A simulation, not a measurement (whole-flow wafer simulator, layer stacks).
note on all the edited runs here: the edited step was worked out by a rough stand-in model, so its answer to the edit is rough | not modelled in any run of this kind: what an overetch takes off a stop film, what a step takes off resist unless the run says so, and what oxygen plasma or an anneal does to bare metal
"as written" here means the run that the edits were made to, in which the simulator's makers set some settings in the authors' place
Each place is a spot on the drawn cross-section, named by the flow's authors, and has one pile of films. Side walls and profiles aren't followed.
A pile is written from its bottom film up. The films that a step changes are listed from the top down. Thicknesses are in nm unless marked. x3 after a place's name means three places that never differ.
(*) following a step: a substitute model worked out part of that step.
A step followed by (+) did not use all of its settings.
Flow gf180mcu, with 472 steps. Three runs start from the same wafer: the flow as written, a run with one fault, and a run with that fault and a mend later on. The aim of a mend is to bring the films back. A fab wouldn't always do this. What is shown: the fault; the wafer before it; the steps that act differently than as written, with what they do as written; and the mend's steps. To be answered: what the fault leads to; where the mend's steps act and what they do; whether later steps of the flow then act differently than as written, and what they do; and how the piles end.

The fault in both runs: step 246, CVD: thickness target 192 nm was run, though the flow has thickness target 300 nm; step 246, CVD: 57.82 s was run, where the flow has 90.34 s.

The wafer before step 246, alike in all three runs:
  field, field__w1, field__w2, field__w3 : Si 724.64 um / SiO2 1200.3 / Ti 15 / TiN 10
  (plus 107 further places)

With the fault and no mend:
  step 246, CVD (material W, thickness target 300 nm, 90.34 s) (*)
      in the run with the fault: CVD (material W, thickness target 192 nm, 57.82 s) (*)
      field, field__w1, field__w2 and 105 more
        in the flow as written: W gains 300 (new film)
        in the run with the fault: W gains 192.4 (new film)
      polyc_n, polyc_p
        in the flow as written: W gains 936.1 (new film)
        in the run with the fault: W gains 828.5 (new film)
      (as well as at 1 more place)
  Steps further on in the flow that do not act as written:
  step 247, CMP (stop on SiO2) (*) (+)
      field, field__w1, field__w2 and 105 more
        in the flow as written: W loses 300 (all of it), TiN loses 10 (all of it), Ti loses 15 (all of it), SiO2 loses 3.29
        in the run with the fault: W loses 192.4 (all of it), TiN loses 10 (all of it), Ti loses 15 (all of it), SiO2 loses 2.2
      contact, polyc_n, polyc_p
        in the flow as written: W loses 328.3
        in the run with the fault: W loses 219.6
  The piles end only slightly different from the flow's at the places that both follow, by no more than 2% or 0.5 nm, whichever is larger.

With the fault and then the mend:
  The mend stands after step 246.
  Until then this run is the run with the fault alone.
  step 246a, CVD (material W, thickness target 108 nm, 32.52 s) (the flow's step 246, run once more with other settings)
      field, field__w1, field__w2 and 108 more
        W gains 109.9
  Later steps of the flow that are run all act as written at every place that is followed, up to a difference of at most 2% or 0.5 nm, whichever is larger.
  The piles end only slightly different from the flow's at the places that both follow, by no more than 2% or 0.5 nm, whichever is larger.
